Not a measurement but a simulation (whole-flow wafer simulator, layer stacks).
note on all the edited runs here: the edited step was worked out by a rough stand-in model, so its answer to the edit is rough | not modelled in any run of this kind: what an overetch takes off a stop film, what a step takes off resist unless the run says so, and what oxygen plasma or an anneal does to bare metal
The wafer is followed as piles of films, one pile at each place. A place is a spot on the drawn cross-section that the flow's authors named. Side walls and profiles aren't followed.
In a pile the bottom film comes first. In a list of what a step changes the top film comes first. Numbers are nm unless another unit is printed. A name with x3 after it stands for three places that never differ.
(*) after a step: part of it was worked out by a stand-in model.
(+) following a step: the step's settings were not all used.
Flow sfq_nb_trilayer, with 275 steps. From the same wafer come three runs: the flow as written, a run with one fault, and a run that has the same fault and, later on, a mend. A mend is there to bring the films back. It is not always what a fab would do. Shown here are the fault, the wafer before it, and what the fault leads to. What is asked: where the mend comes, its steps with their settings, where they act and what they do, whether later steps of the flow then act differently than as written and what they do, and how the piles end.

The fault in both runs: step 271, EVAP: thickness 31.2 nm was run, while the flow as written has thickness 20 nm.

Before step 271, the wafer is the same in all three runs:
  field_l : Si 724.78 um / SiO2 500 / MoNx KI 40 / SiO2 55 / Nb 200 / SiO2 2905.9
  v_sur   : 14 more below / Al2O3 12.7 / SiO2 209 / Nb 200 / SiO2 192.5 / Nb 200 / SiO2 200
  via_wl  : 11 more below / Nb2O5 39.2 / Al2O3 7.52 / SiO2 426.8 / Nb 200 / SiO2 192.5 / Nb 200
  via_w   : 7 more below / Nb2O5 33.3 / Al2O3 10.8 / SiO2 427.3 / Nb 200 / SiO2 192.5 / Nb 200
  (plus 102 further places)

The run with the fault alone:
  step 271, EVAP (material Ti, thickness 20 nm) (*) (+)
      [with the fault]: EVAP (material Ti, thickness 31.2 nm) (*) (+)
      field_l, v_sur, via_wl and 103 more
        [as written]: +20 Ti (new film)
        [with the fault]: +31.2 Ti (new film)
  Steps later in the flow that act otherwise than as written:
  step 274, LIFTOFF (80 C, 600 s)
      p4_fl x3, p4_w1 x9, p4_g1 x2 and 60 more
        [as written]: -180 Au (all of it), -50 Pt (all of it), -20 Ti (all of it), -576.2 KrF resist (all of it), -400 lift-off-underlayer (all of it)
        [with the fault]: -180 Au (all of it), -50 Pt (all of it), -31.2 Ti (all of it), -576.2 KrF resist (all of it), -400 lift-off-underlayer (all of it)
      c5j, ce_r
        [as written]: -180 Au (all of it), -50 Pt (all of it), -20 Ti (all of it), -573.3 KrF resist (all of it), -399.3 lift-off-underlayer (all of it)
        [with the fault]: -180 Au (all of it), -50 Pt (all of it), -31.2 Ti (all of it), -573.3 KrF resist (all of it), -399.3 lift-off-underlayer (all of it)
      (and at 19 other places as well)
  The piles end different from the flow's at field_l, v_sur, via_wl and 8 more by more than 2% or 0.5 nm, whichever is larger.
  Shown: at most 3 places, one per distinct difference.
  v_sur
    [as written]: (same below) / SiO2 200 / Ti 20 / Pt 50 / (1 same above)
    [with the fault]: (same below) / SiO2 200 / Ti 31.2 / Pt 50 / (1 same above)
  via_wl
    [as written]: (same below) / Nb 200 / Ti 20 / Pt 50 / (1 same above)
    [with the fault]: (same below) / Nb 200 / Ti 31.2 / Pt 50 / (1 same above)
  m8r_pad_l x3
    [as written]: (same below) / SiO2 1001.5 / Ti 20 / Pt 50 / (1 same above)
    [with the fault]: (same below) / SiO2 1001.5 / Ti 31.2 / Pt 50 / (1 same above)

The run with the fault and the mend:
  The mend stands after step 271.
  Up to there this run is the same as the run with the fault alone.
  step 271a, METAL ETCH (etches Ti, MoNx, depth 11.2 nm) (the flow's step 190, run once more with other settings)
      field_l, v_sur, via_wl and 103 more
        -11.2 Ti
  Every later step of the flow that is run acts as written at every place that is followed.
  By the end, the piles equal the flow's at every place that both follow.
